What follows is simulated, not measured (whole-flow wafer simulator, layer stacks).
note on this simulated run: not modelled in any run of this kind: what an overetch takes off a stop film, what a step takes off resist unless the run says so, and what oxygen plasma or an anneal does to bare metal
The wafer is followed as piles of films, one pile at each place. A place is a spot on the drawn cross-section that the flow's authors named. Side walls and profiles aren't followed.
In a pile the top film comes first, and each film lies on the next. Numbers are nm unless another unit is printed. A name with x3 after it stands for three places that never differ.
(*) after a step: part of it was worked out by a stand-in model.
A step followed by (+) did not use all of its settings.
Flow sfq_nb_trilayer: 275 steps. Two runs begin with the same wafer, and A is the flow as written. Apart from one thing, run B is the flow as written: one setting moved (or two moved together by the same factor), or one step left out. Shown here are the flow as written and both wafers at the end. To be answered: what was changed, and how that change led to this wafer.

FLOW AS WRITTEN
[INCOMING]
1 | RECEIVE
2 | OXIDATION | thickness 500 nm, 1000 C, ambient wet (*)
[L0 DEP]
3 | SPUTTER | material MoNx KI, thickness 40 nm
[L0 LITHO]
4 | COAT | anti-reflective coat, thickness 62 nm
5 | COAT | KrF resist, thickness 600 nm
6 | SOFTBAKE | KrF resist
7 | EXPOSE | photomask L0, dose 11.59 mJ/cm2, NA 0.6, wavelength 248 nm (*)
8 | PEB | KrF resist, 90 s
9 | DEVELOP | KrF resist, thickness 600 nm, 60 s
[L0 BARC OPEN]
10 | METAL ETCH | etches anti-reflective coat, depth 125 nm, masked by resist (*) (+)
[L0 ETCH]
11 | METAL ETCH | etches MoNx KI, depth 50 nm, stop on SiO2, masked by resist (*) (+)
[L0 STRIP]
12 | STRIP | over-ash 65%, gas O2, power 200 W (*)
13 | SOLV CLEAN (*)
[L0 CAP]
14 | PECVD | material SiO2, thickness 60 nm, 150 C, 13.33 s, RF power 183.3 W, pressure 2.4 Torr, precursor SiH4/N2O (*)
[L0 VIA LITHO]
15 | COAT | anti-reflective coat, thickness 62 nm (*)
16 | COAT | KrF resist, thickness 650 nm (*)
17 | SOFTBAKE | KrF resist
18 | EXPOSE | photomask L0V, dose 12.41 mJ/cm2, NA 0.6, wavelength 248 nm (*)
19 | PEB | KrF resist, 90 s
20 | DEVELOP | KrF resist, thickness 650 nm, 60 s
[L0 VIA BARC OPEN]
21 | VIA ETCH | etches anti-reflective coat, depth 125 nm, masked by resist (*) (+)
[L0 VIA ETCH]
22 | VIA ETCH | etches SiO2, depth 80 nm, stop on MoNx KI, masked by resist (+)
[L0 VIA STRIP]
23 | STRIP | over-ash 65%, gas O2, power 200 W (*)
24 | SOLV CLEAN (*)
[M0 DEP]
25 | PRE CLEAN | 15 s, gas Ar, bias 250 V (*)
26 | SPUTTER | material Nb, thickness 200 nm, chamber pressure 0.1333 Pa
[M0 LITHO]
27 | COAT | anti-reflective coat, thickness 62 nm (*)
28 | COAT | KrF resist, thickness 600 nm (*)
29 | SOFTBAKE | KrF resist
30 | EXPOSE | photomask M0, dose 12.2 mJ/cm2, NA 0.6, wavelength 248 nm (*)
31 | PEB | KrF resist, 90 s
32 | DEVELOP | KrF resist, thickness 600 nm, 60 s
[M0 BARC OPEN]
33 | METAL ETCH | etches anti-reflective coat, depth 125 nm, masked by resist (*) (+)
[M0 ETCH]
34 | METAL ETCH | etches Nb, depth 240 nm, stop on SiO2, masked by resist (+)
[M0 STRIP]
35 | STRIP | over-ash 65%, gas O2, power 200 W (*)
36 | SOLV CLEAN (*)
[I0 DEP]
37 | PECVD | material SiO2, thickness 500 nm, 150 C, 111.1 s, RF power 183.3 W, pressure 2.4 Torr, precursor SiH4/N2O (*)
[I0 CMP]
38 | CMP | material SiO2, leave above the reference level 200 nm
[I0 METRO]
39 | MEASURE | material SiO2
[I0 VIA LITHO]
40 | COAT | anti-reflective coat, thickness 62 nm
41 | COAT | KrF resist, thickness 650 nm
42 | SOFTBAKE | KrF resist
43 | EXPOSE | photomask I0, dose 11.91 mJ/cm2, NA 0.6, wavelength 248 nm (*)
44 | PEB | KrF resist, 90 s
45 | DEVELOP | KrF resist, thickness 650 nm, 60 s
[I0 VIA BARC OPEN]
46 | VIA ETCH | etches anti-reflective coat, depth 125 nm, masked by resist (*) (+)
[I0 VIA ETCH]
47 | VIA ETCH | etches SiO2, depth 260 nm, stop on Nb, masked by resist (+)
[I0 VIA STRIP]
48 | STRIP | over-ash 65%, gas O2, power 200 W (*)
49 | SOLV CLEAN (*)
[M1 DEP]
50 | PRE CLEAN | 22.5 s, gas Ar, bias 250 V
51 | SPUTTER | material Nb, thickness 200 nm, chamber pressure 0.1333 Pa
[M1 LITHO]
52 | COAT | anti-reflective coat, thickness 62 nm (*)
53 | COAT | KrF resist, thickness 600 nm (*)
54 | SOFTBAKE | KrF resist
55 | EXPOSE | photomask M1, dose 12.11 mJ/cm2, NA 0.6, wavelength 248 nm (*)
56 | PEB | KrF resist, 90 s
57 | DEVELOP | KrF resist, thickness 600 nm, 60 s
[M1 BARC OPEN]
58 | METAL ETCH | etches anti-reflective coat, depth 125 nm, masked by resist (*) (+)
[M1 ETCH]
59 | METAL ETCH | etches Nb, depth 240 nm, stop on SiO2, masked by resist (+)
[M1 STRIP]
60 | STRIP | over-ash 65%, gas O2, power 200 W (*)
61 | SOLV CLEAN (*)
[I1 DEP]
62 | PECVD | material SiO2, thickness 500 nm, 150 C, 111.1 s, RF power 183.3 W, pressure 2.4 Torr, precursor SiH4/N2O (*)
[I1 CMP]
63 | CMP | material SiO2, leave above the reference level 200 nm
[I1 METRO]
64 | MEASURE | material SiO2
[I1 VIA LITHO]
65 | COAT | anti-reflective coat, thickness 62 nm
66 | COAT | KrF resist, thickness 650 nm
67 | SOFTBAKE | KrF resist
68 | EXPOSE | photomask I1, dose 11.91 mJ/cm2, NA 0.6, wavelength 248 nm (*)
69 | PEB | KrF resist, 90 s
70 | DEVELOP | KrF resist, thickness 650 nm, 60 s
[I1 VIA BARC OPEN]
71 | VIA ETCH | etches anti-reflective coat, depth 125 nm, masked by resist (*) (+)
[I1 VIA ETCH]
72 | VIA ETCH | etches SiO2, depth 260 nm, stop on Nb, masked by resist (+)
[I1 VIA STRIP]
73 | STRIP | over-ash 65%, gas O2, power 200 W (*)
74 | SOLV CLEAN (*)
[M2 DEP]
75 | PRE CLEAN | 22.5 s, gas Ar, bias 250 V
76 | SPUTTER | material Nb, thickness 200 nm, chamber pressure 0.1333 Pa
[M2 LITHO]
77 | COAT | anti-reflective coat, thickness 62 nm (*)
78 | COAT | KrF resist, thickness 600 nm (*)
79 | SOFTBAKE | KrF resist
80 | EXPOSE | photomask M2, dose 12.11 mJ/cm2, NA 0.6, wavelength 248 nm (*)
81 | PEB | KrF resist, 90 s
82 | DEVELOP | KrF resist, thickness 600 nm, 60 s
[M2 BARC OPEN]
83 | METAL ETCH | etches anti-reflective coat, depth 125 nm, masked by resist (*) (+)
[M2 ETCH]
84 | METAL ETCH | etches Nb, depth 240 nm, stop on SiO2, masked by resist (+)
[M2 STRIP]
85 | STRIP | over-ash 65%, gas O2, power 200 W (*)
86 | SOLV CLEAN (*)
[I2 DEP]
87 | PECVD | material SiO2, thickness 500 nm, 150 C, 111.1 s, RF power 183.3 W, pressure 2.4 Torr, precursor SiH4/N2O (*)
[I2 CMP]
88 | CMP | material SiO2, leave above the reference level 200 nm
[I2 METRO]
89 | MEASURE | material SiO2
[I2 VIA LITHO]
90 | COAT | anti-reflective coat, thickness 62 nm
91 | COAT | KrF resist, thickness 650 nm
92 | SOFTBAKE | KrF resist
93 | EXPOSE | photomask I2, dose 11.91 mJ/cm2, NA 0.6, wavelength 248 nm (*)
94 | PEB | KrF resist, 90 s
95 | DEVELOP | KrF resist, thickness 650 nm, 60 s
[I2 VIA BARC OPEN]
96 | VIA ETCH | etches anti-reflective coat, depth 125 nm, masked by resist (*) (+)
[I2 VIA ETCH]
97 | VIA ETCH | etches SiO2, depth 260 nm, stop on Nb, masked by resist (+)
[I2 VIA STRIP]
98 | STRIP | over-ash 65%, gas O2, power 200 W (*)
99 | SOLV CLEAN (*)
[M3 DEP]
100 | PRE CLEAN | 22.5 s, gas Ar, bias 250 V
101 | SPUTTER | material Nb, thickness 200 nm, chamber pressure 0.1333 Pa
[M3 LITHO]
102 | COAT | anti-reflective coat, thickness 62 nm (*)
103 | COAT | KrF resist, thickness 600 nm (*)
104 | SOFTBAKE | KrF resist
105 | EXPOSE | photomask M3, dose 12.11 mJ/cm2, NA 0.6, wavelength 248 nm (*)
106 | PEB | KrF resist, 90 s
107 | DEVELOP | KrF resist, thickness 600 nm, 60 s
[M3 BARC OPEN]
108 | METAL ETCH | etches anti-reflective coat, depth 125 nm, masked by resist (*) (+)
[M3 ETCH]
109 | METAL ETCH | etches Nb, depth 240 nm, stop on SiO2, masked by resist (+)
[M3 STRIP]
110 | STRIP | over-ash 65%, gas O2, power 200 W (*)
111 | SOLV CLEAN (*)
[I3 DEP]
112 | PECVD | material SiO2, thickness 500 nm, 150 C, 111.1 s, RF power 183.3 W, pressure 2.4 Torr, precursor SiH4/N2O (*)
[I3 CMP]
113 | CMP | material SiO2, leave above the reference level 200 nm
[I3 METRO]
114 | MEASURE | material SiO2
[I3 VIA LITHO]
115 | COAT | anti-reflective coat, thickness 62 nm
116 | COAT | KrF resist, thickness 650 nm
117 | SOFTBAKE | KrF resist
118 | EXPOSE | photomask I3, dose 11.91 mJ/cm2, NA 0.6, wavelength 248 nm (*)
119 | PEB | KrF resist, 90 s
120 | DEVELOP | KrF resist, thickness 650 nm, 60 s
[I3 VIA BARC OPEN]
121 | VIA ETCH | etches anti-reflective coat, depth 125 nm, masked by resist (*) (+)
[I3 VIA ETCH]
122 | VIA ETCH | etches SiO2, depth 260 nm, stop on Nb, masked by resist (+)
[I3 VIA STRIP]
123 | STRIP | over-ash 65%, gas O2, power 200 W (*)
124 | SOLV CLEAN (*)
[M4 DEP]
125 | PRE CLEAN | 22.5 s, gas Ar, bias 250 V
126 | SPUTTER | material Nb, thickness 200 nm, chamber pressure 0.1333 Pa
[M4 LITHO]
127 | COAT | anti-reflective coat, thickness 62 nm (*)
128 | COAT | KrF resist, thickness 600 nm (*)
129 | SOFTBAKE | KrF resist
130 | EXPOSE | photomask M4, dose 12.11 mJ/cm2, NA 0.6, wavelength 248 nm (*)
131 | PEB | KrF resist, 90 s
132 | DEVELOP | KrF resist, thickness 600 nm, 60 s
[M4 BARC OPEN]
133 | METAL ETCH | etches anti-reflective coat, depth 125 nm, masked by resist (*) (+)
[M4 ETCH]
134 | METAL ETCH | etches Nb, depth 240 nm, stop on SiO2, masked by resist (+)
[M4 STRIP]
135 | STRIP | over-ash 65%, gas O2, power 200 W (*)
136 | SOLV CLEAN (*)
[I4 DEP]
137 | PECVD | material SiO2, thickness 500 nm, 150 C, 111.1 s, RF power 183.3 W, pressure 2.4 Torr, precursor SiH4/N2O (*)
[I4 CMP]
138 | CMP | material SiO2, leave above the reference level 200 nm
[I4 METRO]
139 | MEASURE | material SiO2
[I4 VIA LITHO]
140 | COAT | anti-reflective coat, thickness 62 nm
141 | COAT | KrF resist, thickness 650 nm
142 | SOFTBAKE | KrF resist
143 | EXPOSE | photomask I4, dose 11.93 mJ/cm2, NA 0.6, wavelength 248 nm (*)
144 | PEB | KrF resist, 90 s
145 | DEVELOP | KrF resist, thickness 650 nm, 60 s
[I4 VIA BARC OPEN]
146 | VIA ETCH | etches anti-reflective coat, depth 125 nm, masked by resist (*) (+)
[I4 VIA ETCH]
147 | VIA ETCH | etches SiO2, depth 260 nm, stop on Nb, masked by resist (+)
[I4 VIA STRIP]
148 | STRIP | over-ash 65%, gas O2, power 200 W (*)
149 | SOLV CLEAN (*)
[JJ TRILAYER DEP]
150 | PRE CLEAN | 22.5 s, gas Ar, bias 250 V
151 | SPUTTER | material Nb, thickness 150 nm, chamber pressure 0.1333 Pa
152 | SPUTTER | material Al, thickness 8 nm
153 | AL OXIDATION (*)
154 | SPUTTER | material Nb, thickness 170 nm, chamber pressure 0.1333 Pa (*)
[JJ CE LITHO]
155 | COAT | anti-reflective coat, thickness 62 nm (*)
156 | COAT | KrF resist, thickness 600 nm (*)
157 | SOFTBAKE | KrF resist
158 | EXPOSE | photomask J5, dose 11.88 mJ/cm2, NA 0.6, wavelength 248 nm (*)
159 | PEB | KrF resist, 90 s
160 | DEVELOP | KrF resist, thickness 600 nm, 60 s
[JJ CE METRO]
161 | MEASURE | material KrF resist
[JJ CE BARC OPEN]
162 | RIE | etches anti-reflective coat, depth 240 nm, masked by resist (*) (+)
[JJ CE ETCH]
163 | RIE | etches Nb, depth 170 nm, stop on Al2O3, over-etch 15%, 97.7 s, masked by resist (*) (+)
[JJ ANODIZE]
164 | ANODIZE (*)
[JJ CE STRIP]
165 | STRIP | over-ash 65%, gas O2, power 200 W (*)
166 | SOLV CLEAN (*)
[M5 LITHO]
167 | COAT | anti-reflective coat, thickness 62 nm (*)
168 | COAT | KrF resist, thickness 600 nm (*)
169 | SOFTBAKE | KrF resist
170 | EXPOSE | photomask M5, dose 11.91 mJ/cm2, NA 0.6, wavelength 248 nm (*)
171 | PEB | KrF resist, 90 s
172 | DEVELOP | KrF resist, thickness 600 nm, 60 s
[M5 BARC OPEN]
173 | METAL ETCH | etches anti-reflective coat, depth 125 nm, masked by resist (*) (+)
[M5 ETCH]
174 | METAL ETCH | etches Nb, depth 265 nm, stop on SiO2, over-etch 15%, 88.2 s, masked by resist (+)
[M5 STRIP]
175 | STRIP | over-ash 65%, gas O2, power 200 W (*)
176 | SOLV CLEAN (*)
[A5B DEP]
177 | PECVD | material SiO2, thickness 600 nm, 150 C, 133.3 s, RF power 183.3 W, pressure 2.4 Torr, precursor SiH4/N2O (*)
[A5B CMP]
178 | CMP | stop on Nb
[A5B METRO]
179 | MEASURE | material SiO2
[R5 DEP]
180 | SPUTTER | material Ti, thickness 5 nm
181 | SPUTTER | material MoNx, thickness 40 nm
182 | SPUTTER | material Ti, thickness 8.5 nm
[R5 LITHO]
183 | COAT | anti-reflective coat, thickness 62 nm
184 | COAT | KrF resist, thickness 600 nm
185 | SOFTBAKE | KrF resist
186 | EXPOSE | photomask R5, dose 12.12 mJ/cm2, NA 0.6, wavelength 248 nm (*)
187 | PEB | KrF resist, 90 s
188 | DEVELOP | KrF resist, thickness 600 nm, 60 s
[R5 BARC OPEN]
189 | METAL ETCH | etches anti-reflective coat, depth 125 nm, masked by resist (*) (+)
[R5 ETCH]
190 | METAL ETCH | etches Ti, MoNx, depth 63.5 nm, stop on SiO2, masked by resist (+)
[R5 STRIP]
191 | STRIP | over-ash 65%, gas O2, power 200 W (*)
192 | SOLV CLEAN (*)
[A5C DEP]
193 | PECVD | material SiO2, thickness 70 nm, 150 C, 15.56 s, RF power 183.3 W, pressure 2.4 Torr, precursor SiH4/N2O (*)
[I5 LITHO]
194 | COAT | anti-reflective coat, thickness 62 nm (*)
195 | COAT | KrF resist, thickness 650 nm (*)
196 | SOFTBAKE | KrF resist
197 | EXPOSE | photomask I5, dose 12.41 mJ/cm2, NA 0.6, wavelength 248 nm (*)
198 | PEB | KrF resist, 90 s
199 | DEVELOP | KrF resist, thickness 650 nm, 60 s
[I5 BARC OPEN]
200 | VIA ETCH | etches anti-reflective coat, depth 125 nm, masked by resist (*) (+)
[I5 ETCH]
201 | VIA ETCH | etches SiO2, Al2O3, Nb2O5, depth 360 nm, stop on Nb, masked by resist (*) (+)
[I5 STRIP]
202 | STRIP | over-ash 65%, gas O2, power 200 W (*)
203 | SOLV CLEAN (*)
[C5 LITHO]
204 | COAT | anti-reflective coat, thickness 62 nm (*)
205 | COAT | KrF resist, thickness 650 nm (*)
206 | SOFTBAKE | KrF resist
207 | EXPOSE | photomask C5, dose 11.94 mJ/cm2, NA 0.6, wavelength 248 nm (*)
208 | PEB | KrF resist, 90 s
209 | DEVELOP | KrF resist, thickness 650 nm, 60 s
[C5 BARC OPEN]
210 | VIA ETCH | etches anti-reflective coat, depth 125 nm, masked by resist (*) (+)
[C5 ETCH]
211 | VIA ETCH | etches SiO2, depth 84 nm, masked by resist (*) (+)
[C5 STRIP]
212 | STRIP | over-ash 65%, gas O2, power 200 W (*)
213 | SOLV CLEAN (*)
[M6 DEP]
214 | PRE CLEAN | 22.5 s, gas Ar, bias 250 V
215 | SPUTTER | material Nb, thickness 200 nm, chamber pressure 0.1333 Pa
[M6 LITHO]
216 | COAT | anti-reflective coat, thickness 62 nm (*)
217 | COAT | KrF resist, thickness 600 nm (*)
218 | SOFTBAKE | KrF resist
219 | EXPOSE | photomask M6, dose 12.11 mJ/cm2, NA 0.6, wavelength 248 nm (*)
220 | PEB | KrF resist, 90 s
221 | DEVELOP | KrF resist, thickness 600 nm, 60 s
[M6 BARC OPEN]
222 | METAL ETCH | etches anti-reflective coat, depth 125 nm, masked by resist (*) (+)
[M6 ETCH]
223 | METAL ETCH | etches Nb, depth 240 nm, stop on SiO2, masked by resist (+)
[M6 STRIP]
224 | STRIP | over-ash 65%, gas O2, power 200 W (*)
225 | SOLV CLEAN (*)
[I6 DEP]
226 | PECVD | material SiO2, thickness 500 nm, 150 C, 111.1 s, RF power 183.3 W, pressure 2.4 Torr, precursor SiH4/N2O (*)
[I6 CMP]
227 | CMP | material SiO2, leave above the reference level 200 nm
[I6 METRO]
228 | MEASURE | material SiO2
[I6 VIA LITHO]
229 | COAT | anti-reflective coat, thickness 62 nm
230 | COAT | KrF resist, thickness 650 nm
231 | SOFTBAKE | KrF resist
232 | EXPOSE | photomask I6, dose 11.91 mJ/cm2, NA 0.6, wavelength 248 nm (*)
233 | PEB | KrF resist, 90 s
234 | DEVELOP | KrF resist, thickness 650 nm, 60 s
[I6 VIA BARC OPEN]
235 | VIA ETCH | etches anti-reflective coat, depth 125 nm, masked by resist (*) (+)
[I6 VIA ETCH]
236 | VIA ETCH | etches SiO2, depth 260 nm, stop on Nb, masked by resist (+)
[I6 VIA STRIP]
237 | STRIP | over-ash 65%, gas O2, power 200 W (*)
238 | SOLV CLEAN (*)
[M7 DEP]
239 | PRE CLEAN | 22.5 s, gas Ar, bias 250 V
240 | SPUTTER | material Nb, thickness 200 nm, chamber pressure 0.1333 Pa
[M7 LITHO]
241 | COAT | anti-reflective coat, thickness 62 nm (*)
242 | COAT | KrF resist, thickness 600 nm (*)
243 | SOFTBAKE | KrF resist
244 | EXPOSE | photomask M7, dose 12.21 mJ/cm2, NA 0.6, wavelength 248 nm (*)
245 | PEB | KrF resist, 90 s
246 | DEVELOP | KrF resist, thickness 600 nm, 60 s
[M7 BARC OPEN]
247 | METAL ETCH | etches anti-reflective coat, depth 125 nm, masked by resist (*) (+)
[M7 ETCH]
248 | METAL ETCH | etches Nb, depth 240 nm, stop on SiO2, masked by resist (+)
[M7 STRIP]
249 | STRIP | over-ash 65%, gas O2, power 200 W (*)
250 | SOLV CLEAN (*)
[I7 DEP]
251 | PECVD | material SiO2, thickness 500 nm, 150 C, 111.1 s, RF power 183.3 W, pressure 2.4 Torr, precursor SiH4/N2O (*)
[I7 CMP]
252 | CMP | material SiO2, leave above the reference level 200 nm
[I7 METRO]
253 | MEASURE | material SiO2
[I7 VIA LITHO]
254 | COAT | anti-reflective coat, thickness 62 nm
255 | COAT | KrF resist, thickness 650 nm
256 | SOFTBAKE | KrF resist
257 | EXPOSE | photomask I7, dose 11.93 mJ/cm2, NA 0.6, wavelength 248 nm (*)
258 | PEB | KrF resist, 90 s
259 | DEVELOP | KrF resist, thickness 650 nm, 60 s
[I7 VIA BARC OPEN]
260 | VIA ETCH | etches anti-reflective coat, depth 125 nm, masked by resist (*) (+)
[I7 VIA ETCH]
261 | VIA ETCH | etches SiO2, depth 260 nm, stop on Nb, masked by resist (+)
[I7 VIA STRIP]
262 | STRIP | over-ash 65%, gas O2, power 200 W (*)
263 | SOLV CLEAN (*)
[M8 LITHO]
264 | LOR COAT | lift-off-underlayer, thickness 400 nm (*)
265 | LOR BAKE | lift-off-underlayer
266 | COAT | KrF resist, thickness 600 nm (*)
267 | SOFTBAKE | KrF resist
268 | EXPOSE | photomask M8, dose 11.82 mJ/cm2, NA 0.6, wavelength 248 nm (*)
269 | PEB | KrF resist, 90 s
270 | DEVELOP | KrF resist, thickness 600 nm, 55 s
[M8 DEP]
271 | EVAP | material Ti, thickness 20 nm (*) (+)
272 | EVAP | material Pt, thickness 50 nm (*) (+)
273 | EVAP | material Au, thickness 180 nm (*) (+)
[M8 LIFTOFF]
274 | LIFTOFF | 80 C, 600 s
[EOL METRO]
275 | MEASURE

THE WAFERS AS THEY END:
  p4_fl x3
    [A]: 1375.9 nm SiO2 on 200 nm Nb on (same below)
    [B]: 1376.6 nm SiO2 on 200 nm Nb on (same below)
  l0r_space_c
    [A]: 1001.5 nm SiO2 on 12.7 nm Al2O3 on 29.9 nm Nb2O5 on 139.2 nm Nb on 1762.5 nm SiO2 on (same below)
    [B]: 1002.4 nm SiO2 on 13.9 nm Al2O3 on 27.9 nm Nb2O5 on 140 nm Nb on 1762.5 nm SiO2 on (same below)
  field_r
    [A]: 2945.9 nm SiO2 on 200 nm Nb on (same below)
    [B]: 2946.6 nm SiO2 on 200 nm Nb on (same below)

What caused this: step 152, SPUTTER: thickness 8.71 nm was run, though the flow has thickness 8 nm.

How this came from the change, step by step:
  152 | SPUTTER | material Al, thickness 8 nm
      field_l, v_sur, via_sp and 100 more: A Al gains 8 (new film) | B Al gains 8.71 (new film)
      via_w: A Al gains 7.12 (new film) | B Al gains 7.76 (new film)
  164 | ANODIZE (*)
      field_l, v_sur, via_sp and 96 more: A Al2O3 gains 12.2, Nb2O5 gains 29.9 (new film), Al loses 7.42 (all of it), Nb loses 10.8 | B Al2O3 gains 13.4, Nb2O5 gains 27.9 (new film), Al loses 8.13 (all of it), Nb loses 10
      via_wl, via_wr: A Al2O3 gains 7.52 (new film), Nb2O5 gains 39.2 (new film), Al loses 4.56 (all of it), Nb loses 14.1 | B Al2O3 gains 8.27 (new film), Nb2O5 gains 37.8 (new film), Al loses 5.01 (all of it), Nb loses 13.6
      (as well as at 1 more place)
  167 | COAT | anti-reflective coat, thickness 62 nm (*)
      ce_l: A anti-reflective coat gains 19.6 (new film) | B anti-reflective coat gains 18.9 (new film)
      ce_r: A anti-reflective coat gains 19.7 (new film) | B anti-reflective coat gains 19 (new film)
  174 | METAL ETCH | etches Nb, depth 265 nm, stop on SiO2, over-etch 15%, 88.2 s, masked by resist (+)
      field_l, r_sur, res and 50 more: A Al2O3 loses 12.6 (all of it), Nb2O5 loses 29.9 (all of it), Nb loses 139.2 (all of it), SiO2 loses 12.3 | B Al2O3 loses 13.8 (all of it), Nb2O5 loses 27.9 (all of it), Nb loses 140 (all of it), SiO2 loses 12.3
  175 | STRIP | over-ash 65%, gas O2, power 200 W (*)
      ce_l: A KrF resist loses 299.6 (all of it), anti-reflective coat loses 19.6 (all of it) | B KrF resist loses 299.6 (all of it), anti-reflective coat loses 18.9 (all of it)
      ce_r: A KrF resist loses 299.9 (all of it), anti-reflective coat loses 19.7 (all of it) | B KrF resist loses 299.8 (all of it), anti-reflective coat loses 19 (all of it)
  201 | VIA ETCH | etches SiO2, Al2O3, Nb2O5, depth 360 nm, stop on Nb, masked by resist (*) (+)
      be: A SiO2 loses 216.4 (all of it), Al2O3 loses 12.7 (all of it), Nb2O5 loses 29.9 (all of it) | B SiO2 loses 217.2 (all of it), Al2O3 loses 13.9 (all of it), Nb2O5 loses 27.9 (all of it)
